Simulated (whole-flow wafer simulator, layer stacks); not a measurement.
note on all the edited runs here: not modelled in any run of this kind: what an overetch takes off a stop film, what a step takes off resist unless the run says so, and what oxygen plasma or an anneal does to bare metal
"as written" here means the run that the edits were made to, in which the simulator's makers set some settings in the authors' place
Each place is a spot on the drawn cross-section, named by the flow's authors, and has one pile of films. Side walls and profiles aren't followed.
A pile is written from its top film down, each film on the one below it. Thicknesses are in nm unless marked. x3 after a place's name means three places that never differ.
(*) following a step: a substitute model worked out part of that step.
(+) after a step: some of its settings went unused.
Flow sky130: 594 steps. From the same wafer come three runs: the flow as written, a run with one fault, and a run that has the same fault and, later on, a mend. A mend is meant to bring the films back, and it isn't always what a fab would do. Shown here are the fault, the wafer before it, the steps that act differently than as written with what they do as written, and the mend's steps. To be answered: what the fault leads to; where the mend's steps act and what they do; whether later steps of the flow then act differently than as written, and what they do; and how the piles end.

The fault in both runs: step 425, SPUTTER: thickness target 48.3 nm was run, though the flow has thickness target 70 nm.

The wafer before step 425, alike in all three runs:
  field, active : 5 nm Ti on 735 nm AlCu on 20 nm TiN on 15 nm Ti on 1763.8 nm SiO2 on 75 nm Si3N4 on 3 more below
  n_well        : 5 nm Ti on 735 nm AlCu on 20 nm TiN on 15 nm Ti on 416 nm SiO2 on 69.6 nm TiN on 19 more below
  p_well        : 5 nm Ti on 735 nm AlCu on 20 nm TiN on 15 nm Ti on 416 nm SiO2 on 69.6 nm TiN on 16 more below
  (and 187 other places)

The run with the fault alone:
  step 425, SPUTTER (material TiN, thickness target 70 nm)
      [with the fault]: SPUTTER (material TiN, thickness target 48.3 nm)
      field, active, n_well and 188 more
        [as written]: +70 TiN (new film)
        [with the fault]: +48.3 TiN (new film)
  Steps further on in the flow that do not act as written (18 other steps are not shown; they differ only slightly, by no more than 2% or 0.5 nm, whichever is larger):
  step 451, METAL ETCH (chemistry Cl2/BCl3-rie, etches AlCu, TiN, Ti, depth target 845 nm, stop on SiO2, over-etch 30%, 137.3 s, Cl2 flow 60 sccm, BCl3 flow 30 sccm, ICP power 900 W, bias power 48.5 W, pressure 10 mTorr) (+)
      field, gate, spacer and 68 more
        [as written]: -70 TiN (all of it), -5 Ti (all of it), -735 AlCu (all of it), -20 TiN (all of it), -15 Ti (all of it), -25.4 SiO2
        [with the fault]: -48.3 TiN (all of it), -5 Ti (all of it), -735 AlCu (all of it), -20 TiN (all of it), -15 Ti (all of it), -27.5 SiO2
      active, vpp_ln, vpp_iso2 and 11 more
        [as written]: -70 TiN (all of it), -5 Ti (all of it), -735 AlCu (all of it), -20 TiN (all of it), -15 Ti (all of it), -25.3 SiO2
        [with the fault]: -48.3 TiN (all of it), -5 Ti (all of it), -735 AlCu (all of it), -20 TiN (all of it), -15 Ti (all of it), -27.5 SiO2
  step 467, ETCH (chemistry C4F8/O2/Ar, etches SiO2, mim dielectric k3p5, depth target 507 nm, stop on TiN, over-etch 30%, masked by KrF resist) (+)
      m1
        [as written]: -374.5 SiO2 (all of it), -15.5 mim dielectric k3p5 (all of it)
        [with the fault]: -396.2 SiO2 (all of it), -15.5 mim dielectric k3p5 (all of it)
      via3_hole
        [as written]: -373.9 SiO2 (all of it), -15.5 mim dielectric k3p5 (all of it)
        [with the fault]: -395.6 SiO2 (all of it), -15.5 mim dielectric k3p5 (all of it)
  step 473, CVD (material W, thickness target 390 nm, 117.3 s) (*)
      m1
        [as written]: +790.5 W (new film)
        [with the fault]: +812.5 W (new film)
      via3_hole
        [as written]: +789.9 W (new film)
        [with the fault]: +811.8 W (new film)
  By the end, the piles at n_well, p_well, gate_hv and 104 more depart from the flow's by more than 2% or 0.5 nm, whichever is larger.
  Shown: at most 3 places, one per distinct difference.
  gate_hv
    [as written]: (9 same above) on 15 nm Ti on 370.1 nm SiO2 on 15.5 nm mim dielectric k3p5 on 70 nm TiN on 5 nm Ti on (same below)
    [with the fault]: (9 same above) on 15 nm Ti on 391.8 nm SiO2 on 15.5 nm mim dielectric k3p5 on 48.3 nm TiN on 5 nm Ti on (same below)
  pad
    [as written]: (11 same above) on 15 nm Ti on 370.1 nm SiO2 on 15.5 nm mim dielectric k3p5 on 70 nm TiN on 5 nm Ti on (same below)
    [with the fault]: (11 same above) on 15 nm Ti on 391.8 nm SiO2 on 15.5 nm mim dielectric k3p5 on 48.3 nm TiN on 5 nm Ti on (same below)
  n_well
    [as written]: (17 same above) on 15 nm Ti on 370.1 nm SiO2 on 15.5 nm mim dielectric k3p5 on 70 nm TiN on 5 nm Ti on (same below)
    [with the fault]: (17 same above) on 15 nm Ti on 391.8 nm SiO2 on 15.5 nm mim dielectric k3p5 on 48.3 nm TiN on 5 nm Ti on (same below)

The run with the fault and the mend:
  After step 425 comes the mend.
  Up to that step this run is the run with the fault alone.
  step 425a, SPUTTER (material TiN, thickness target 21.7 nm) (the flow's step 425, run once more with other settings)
      field, active, n_well and 188 more
        +21.7 TiN
  Later steps of the flow that are run all act as written at every place that is followed.
  At every place that both follow, the piles at the end match the flow's.
